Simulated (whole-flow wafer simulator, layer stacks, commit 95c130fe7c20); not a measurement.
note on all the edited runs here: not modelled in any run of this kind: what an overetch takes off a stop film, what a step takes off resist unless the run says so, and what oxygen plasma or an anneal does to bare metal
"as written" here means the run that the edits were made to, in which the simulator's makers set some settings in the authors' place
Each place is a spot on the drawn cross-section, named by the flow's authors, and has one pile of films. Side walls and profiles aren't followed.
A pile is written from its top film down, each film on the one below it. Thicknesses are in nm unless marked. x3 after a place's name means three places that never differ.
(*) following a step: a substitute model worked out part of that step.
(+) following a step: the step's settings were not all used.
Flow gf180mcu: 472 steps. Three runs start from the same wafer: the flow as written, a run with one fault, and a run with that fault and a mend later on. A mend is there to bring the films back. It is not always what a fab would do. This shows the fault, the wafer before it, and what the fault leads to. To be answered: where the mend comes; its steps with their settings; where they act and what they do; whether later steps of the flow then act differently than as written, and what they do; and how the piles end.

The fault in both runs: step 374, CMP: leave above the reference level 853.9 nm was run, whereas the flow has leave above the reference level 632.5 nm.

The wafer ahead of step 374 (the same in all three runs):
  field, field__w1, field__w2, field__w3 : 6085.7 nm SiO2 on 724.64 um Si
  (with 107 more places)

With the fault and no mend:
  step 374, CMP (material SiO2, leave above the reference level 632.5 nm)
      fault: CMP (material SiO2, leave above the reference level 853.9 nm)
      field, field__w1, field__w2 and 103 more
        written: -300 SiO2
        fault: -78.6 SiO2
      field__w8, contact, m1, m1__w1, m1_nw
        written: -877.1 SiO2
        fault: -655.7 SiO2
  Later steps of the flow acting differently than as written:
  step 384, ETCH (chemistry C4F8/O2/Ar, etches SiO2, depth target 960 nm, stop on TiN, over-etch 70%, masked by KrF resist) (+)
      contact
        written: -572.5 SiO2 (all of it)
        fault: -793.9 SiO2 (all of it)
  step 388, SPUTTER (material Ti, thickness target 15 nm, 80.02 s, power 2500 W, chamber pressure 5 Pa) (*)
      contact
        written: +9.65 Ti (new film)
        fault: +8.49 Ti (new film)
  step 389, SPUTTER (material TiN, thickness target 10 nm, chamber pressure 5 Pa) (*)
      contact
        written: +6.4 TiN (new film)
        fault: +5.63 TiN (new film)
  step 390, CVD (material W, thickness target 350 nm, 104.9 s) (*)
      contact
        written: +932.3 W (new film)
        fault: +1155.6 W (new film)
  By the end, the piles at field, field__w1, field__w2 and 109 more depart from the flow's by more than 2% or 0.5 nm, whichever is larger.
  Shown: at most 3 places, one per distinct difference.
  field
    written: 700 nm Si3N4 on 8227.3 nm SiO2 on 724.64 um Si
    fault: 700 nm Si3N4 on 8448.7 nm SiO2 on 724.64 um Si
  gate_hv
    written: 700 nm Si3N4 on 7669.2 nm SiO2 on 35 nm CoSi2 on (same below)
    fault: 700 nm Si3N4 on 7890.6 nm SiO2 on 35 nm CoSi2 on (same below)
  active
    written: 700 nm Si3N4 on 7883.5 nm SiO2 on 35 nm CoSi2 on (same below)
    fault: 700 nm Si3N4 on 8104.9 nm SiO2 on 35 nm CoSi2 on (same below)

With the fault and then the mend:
  After step 374 comes the mend.
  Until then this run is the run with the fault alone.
  step 374a, CMP (material SiO2, leave above the reference level 632.5 nm) (the flow's step 374 again)
      field, field__w1, field__w2 and 108 more
        -221.4 SiO2
  Later steps of the flow that are run all act as written at every place that is followed.
  The piles end the same as the flow's at every place that both follow.
